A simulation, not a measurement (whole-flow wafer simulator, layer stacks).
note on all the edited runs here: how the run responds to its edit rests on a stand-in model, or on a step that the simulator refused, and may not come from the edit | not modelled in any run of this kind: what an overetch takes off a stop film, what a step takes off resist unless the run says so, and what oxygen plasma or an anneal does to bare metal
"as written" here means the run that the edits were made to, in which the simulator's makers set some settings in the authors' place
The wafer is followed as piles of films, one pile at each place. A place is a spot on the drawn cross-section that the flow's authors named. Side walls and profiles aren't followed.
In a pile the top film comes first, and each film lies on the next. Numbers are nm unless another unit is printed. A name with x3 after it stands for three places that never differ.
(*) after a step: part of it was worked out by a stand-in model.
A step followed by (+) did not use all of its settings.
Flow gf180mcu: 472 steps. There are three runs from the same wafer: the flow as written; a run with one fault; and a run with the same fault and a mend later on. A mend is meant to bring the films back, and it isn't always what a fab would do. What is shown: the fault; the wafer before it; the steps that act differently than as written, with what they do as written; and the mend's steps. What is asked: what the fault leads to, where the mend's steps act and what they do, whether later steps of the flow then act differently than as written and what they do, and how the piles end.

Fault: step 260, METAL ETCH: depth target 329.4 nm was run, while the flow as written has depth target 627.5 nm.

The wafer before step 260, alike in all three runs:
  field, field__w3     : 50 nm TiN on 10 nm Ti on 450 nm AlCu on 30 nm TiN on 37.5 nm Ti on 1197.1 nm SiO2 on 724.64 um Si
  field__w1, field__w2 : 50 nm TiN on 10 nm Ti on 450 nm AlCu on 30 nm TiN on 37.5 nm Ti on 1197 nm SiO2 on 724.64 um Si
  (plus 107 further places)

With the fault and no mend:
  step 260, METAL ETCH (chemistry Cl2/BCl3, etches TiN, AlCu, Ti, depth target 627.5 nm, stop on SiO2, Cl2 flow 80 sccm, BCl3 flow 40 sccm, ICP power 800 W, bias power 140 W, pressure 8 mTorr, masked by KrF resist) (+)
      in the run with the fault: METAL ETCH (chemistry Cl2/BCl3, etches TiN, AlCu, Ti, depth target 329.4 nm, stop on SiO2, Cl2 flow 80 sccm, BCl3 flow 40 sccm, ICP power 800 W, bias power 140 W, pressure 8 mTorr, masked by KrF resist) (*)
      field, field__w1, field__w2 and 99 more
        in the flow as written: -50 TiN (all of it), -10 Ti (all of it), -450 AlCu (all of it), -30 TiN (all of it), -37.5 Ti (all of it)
        in the run with the fault: -50 TiN (all of it), -10 Ti (all of it), -269.4 AlCu
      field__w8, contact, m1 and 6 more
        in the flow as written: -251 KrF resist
        in the run with the fault: -131.8 KrF resist
  Steps later in the flow that act otherwise than as written:
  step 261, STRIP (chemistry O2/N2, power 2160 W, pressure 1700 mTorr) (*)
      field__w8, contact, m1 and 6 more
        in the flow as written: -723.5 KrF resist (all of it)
        in the run with the fault: -842.8 KrF resist (all of it)
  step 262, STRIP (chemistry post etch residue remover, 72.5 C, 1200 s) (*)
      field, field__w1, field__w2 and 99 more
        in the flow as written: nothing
        in the run with the fault: -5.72 AlCu
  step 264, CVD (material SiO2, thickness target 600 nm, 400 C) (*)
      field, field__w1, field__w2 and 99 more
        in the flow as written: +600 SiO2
        in the run with the fault: +600 SiO2 (new film)
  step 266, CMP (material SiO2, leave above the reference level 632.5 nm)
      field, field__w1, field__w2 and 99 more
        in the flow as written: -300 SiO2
        in the run with the fault: -542.4 SiO2
  The piles end different from the flow's at field, field__w1, field__w2 and 100 more by more than 2% or 0.5 nm, whichever is larger.
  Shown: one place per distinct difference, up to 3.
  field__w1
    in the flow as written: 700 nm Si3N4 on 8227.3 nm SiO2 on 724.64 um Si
    in the run with the fault: 700 nm Si3N4 on 6787.9 nm SiO2 on 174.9 nm AlCu on 30 nm TiN on 37.5 nm Ti on 1197 nm SiO2 on 724.64 um Si
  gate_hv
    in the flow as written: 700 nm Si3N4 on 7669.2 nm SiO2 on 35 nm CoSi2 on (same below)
    in the run with the fault: 700 nm Si3N4 on 6787.9 nm SiO2 on 174.9 nm AlCu on 30 nm TiN on 37.5 nm Ti on 638.9 nm SiO2 on 35 nm CoSi2 on (same below)
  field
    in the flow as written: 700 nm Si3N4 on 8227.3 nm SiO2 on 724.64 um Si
    in the run with the fault: 700 nm Si3N4 on 6787.9 nm SiO2 on 174.9 nm AlCu on 30 nm TiN on 37.5 nm Ti on 1197.1 nm SiO2 on 724.64 um Si

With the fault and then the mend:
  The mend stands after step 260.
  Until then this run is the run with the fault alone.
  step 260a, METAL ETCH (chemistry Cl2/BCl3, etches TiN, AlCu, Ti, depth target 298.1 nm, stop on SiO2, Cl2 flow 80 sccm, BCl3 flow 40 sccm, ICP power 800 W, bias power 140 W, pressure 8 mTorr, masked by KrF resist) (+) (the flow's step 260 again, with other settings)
      field, field__w1, field__w2 and 99 more
        -180.6 AlCu (all of it), -30 TiN (all of it), -37.5 Ti (all of it)
      field__w8, contact, m1 and 6 more
        -119.2 KrF resist
  None of the later steps of the flow acts differently than as written at any place that is followed.
  At every place that both follow, the piles at the end match the flow's.
